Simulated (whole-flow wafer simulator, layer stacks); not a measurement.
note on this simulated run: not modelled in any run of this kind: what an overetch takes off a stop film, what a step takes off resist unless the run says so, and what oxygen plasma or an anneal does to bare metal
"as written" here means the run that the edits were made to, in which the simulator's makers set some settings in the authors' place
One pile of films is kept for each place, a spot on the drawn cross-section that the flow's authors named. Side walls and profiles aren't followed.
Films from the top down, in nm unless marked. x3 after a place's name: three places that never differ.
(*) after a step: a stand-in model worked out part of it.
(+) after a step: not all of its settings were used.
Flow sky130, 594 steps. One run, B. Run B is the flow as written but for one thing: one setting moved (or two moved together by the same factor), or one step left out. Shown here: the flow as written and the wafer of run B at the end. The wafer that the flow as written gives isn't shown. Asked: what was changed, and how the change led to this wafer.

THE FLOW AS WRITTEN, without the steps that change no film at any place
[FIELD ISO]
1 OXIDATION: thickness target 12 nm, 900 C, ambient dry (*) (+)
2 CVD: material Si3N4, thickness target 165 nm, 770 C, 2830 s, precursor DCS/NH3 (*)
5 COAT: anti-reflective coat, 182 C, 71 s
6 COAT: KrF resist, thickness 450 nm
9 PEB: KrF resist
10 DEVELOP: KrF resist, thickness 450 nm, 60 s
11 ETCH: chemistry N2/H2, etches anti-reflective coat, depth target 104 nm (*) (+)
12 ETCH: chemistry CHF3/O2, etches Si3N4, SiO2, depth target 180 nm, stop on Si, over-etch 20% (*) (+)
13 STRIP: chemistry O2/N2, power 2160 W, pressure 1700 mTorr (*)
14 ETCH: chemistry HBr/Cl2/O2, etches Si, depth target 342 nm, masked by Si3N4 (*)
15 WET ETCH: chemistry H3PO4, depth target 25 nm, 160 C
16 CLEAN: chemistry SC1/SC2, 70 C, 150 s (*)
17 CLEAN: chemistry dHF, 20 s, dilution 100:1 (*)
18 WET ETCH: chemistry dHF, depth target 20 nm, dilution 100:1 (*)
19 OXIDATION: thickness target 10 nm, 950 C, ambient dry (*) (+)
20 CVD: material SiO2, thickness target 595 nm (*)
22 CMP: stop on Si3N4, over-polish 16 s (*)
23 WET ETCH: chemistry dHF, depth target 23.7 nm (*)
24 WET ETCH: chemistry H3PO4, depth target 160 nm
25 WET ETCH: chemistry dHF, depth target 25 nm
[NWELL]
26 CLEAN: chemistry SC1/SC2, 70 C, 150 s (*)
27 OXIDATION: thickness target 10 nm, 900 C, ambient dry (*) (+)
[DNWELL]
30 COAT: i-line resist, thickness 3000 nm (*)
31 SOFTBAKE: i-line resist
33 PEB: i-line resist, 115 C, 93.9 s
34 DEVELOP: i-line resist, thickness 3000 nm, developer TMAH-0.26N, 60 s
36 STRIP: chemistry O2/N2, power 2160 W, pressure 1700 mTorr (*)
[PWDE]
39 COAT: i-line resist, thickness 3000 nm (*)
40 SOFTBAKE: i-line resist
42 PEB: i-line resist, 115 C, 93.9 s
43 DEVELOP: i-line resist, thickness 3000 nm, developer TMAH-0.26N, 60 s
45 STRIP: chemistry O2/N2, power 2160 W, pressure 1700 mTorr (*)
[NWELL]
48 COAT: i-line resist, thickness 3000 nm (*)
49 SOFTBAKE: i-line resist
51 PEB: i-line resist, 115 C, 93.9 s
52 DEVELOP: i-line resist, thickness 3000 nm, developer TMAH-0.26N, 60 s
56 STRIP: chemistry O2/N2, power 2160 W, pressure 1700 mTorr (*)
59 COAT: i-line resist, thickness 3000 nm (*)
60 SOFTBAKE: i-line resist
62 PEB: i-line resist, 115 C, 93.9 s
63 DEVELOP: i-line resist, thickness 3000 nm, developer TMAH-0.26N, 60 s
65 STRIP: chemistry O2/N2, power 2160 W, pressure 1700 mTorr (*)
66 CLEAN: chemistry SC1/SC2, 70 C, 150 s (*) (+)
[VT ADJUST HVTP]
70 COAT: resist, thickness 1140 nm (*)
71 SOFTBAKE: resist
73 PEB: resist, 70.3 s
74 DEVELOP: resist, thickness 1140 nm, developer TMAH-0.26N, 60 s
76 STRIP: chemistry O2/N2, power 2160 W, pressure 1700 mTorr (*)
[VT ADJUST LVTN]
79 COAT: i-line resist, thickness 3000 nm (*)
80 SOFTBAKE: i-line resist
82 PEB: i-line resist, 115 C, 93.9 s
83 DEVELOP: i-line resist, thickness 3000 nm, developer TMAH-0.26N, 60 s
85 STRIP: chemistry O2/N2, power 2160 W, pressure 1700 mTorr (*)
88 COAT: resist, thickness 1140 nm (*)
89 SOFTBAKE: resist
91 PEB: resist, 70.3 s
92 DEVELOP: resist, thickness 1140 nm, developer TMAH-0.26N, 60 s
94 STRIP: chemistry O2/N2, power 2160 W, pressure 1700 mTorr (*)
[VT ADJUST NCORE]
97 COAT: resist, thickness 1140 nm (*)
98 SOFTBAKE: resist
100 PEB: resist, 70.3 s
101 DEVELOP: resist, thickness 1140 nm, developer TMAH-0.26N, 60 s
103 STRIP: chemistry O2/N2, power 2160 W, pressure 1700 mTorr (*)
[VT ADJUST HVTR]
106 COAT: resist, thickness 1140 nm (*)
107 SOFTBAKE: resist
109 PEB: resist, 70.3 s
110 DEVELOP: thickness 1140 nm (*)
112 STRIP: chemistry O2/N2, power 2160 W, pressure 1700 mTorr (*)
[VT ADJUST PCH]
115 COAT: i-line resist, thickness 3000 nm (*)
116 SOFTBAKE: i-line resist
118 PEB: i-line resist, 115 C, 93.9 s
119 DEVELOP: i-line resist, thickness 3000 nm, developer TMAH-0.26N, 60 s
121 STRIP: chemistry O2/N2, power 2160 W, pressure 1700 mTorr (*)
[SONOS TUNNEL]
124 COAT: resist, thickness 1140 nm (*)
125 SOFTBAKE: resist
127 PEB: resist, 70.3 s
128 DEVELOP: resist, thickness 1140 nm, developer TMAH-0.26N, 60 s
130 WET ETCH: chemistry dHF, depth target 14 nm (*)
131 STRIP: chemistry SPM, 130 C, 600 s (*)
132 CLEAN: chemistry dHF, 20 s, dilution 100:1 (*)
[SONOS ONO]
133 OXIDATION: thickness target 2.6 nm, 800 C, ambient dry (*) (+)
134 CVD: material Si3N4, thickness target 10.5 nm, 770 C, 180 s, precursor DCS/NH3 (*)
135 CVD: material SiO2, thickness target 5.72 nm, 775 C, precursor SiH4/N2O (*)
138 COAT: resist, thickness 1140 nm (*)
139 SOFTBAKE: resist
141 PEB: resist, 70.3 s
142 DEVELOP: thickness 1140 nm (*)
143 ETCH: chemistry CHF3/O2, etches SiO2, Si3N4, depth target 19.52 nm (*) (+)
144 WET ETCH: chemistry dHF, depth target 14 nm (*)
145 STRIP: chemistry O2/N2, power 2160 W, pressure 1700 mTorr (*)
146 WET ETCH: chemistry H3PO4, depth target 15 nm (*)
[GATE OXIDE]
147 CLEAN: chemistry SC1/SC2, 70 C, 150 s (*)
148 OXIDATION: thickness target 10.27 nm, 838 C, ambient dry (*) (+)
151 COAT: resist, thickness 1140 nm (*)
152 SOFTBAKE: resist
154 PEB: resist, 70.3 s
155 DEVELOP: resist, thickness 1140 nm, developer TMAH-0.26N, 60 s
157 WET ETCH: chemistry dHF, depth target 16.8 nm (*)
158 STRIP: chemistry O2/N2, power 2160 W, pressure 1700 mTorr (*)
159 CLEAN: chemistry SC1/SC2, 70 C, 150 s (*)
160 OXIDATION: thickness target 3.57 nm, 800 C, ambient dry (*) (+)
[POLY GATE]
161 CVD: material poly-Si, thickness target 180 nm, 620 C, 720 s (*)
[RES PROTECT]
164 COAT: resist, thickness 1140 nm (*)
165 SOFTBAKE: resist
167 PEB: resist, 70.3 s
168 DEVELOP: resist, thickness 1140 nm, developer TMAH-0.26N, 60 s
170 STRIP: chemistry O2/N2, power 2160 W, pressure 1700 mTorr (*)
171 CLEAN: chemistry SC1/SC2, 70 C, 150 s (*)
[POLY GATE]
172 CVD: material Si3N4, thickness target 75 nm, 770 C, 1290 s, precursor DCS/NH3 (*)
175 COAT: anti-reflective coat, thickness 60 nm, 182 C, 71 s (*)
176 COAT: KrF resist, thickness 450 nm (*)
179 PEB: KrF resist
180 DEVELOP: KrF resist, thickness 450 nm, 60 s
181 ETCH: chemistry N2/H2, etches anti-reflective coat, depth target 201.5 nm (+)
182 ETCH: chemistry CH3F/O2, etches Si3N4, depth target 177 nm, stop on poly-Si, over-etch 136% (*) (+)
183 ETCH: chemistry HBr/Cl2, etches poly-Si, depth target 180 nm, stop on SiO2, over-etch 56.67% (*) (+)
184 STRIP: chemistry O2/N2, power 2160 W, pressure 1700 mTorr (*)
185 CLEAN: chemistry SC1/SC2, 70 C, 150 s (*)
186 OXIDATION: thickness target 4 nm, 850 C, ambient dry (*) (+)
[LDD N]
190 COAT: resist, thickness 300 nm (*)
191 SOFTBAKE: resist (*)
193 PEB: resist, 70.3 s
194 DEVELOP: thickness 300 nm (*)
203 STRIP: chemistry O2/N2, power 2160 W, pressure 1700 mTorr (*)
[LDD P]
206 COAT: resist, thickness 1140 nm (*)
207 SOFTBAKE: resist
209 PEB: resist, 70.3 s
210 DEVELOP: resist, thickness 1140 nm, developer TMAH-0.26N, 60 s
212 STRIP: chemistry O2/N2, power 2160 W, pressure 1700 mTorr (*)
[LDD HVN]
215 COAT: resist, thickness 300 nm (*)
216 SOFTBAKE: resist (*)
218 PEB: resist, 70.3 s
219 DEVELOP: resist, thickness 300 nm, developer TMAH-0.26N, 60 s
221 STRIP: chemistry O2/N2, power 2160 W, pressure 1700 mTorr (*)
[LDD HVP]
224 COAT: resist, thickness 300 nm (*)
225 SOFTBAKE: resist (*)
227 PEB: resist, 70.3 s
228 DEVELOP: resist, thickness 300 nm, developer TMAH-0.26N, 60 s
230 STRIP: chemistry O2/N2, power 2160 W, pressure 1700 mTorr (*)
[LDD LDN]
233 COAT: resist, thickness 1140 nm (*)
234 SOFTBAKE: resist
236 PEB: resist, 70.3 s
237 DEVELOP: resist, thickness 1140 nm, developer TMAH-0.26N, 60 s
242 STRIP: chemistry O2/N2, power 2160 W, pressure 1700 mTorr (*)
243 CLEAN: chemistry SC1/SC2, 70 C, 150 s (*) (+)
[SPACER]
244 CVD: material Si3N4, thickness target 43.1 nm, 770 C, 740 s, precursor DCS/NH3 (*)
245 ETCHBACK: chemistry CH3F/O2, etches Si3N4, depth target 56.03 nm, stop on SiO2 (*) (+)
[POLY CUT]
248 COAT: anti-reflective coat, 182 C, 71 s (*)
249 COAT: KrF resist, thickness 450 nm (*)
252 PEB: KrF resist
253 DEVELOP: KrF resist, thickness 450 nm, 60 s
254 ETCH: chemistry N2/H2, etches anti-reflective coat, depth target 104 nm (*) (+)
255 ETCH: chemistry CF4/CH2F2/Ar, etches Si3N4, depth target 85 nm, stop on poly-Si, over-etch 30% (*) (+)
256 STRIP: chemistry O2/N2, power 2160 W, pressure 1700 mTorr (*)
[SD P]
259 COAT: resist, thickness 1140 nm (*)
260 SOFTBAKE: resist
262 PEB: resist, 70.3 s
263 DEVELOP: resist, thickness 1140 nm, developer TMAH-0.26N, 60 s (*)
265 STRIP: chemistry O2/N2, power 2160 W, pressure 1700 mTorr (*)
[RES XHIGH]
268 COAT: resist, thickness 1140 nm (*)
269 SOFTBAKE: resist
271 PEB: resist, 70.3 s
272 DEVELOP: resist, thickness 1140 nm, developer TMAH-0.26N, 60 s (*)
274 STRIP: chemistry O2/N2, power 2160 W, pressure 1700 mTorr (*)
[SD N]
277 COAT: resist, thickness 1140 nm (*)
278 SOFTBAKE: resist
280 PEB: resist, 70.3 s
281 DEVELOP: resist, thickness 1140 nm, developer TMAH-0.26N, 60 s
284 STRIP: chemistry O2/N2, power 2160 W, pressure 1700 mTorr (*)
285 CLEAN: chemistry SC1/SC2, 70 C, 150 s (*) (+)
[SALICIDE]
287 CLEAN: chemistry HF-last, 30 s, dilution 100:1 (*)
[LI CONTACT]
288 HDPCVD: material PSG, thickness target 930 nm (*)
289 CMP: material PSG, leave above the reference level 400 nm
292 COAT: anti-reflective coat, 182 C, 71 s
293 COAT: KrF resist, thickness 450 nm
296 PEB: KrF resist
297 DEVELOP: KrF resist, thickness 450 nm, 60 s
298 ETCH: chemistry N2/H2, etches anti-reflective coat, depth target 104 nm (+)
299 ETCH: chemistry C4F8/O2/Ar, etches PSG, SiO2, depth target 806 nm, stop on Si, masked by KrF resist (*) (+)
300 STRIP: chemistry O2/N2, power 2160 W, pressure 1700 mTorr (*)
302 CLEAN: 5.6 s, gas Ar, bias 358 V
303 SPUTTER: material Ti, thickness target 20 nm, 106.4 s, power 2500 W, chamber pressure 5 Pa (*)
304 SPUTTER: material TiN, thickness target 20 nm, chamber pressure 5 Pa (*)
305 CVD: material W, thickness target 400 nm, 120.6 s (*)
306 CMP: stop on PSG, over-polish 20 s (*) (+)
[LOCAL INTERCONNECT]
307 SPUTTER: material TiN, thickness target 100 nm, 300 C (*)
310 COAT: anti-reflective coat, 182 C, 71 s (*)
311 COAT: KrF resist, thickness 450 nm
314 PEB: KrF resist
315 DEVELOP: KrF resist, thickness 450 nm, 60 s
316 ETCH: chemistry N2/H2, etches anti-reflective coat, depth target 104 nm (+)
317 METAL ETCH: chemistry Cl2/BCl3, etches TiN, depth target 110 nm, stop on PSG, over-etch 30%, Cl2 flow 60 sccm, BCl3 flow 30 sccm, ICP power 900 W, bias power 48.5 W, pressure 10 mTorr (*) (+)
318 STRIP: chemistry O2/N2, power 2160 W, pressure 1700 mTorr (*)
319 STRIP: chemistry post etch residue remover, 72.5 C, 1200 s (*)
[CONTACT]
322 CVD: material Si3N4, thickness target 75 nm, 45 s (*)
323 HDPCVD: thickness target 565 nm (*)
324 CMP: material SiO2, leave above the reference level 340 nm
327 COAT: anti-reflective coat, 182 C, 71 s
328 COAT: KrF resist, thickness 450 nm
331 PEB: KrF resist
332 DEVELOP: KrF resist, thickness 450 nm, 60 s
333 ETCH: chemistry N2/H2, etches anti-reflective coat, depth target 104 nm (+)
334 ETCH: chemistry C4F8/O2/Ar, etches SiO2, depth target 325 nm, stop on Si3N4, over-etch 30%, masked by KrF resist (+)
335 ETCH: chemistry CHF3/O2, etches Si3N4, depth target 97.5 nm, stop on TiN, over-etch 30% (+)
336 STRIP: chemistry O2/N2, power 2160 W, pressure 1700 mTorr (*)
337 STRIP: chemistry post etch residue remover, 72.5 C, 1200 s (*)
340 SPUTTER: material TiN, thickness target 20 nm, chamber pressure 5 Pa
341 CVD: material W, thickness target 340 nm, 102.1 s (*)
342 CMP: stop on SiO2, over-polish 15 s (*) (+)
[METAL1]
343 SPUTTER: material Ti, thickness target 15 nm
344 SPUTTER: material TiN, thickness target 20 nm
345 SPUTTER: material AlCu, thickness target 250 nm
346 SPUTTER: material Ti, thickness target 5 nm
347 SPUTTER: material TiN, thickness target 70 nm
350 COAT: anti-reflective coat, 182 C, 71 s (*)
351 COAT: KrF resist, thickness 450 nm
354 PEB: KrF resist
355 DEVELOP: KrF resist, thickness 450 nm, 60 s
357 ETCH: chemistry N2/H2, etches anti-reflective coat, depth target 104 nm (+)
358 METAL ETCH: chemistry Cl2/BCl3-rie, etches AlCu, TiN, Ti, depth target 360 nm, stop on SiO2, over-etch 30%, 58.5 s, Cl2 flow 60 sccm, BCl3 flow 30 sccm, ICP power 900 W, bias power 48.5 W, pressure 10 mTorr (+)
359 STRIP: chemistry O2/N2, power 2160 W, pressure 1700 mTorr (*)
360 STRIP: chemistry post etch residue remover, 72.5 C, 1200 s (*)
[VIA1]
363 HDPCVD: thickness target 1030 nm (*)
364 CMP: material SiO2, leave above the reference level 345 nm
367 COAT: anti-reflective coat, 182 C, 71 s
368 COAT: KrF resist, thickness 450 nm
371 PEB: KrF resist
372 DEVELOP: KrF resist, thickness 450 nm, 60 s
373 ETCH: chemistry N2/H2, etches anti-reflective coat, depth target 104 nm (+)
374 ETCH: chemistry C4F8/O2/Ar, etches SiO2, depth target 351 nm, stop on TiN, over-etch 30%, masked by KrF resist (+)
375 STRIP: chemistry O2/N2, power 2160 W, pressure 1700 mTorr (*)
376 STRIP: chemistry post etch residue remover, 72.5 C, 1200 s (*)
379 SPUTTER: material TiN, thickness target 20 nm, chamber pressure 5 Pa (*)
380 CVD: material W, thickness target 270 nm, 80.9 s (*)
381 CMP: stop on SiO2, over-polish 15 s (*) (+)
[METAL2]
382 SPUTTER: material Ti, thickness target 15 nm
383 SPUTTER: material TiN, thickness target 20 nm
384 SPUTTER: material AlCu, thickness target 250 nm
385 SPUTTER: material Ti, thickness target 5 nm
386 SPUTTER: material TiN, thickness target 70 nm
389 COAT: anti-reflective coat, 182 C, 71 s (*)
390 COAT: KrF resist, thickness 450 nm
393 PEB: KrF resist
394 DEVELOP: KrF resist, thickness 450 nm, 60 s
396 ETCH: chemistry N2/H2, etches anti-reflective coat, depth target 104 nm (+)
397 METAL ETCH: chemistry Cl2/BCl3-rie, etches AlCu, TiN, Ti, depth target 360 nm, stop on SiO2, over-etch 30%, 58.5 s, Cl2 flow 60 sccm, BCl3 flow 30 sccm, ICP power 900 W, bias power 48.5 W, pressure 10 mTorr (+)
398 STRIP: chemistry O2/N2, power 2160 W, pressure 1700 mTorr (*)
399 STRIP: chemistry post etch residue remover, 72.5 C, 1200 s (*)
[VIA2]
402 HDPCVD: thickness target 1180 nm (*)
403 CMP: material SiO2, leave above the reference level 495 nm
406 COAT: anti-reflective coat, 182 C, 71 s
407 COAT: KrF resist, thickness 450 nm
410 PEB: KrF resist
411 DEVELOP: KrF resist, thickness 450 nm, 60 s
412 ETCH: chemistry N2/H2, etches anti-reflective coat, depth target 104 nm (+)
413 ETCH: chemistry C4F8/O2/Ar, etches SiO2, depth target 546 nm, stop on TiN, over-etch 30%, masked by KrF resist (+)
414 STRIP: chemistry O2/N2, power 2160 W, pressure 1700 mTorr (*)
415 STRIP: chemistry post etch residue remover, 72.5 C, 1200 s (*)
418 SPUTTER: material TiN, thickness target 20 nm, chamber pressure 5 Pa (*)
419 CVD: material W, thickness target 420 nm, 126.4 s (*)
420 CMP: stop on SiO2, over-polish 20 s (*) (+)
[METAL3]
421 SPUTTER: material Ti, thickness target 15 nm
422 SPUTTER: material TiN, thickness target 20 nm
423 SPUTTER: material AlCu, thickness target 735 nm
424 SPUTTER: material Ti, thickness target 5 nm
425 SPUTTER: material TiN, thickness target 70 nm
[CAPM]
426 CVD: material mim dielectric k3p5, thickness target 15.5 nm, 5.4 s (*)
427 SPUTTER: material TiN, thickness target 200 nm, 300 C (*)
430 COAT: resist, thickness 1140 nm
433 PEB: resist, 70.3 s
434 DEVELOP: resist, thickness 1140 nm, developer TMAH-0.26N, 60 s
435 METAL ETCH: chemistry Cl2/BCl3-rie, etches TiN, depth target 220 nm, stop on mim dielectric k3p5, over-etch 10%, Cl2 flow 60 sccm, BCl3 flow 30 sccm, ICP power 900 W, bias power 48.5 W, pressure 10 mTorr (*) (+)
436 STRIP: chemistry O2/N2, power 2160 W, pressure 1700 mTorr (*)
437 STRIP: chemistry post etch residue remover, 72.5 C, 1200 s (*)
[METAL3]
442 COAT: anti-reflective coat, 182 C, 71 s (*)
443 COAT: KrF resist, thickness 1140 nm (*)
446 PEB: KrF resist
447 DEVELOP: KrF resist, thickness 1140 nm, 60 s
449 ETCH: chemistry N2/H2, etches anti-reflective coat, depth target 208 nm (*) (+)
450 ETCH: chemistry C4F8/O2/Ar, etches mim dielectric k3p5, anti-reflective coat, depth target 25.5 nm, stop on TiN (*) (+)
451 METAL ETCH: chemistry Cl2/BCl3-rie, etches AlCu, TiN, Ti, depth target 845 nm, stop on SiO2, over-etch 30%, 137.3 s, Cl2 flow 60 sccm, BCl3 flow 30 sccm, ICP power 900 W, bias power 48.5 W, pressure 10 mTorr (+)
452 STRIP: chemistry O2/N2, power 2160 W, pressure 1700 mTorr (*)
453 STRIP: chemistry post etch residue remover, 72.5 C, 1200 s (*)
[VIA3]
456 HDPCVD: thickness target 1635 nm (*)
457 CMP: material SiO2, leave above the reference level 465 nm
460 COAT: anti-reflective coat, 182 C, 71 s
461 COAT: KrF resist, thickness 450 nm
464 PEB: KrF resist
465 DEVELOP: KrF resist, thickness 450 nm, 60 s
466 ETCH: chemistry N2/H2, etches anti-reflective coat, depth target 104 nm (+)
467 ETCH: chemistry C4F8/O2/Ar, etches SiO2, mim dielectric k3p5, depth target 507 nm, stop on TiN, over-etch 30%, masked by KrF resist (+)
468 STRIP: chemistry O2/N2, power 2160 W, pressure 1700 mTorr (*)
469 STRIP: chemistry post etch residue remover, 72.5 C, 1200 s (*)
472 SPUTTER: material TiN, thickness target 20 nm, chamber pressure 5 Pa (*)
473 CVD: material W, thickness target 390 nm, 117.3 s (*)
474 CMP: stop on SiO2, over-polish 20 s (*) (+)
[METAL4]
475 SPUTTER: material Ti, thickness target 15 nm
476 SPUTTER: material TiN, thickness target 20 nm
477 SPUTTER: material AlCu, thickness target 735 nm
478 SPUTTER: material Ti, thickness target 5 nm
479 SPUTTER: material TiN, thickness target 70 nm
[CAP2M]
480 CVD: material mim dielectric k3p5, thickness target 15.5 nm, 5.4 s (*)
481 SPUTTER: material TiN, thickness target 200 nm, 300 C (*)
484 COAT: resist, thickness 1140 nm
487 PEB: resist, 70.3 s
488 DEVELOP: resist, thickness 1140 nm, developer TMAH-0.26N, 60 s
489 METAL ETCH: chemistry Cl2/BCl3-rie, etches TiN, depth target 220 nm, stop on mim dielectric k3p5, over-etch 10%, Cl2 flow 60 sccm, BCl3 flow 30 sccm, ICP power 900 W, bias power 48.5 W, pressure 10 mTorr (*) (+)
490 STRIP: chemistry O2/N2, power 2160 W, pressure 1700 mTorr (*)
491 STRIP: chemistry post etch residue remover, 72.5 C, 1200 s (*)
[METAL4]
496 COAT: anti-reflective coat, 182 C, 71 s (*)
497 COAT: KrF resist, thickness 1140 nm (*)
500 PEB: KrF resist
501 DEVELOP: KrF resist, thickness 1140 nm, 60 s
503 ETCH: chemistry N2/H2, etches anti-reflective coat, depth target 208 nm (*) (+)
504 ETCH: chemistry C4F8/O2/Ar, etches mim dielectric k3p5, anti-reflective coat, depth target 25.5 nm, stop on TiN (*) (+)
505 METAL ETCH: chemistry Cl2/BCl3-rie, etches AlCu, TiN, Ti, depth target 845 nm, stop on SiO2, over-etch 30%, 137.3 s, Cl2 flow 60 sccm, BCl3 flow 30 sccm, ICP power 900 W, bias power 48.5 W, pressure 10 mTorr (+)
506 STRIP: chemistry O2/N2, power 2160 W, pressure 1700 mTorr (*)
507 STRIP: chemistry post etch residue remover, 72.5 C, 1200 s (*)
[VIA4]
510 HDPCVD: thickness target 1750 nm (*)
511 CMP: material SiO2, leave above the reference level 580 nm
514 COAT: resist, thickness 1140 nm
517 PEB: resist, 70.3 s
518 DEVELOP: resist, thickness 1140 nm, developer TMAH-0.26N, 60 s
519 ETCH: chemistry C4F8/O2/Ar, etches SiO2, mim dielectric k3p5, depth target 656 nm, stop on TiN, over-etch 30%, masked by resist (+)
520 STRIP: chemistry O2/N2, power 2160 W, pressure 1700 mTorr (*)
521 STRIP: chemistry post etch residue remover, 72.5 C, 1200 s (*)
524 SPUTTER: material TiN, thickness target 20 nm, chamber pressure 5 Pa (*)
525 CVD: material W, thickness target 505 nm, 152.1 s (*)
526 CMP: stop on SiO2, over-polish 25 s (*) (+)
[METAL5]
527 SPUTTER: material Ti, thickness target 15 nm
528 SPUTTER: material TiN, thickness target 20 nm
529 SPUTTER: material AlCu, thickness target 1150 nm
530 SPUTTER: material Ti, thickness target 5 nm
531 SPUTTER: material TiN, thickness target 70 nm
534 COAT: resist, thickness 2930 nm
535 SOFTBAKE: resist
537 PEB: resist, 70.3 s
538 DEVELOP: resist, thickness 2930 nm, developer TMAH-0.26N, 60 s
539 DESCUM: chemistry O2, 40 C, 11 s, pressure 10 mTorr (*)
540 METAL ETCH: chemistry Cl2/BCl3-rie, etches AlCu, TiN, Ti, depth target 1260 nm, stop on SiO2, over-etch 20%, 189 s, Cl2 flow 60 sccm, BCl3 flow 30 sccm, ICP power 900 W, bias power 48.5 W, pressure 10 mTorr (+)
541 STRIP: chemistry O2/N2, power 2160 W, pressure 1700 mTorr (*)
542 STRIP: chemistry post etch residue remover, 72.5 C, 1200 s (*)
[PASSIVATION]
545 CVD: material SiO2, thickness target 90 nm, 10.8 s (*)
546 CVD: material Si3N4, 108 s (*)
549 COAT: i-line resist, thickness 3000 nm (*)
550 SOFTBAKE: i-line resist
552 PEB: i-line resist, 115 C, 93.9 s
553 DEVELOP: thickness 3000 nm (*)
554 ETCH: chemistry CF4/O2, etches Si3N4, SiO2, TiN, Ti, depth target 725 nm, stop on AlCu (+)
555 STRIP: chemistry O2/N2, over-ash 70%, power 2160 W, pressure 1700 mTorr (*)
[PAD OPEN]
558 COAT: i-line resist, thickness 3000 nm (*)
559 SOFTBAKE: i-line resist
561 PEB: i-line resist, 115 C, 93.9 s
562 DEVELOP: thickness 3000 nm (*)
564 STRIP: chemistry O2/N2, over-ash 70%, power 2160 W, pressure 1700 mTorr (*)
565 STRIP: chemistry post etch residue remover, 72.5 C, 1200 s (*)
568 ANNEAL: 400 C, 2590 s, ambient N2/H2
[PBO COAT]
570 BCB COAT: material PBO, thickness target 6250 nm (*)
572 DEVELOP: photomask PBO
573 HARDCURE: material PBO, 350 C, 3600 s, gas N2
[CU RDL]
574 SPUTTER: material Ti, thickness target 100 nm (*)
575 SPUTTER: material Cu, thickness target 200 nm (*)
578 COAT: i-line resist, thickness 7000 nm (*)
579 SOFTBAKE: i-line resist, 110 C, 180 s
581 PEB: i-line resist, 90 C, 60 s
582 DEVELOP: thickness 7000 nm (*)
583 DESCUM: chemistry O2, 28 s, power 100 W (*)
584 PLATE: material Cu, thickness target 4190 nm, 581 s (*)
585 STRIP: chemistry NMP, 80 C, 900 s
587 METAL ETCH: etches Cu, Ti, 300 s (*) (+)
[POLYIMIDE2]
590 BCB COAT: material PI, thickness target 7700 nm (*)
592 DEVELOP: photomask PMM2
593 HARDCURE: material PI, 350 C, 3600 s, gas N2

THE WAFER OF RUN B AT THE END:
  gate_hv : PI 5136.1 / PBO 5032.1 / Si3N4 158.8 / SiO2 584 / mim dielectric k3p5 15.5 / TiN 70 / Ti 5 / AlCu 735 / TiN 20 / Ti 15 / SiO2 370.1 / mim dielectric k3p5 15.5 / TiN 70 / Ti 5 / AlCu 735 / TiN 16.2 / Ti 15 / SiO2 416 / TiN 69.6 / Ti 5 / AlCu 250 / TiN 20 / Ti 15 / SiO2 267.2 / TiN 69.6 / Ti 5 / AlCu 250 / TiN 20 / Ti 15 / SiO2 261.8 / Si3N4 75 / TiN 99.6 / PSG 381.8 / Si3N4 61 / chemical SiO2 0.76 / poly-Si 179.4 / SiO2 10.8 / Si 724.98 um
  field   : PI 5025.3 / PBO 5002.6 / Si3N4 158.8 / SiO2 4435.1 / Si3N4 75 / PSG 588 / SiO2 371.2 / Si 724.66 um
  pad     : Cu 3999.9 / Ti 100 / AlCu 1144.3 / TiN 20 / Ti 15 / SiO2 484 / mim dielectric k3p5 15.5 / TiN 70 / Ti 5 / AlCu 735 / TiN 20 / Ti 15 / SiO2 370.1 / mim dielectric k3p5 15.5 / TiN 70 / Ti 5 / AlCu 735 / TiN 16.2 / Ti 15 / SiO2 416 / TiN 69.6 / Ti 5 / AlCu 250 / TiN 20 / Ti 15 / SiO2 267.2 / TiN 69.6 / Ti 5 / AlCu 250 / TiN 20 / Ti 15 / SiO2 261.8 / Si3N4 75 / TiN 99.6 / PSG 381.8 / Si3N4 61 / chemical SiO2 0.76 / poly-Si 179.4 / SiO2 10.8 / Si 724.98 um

The cause: step 422, SPUTTER: thickness target 16.2 nm was run, where the flow has thickness target 20 nm.
It can be read off the wafer: gate_hv has TiN 16.2, and step 422 as written asks for 20 nm.

How the change led to this, step by step:
  422 SPUTTER: material TiN, thickness target 20 nm
      field, active, n_well and 188 more: TiN +16.2 (new film) (as written it would be: TiN +20 (new film))
  451 METAL ETCH: chemistry Cl2/BCl3-rie, etches AlCu, TiN, Ti, depth target 845 nm, stop on SiO2, over-etch 30%, 137.3 s, Cl2 flow 60 sccm, BCl3 flow 30 sccm, ICP power 900 W, bias power 48.5 W, pressure 10 mTorr (+)
      field, gate, spacer and 68 more: TiN -70 (all of it), Ti -5 (all of it), AlCu -735 (all of it), TiN -16.2 (all of it), Ti -15 (all of it), SiO2 -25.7 (as written it would be: TiN -70 (all of it), Ti -5 (all of it), AlCu -735 (all of it), TiN -20 (all of it), Ti -15 (all of it), SiO2 -25.4)
      active, vpp_ln, vpp_iso2 and 11 more: TiN -70 (all of it), Ti -5 (all of it), AlCu -735 (all of it), TiN -16.2 (all of it), Ti -15 (all of it), SiO2 -25.7 (as written it would be: TiN -70 (all of it), Ti -5 (all of it), AlCu -735 (all of it), TiN -20 (all of it), Ti -15 (all of it), SiO2 -25.3)
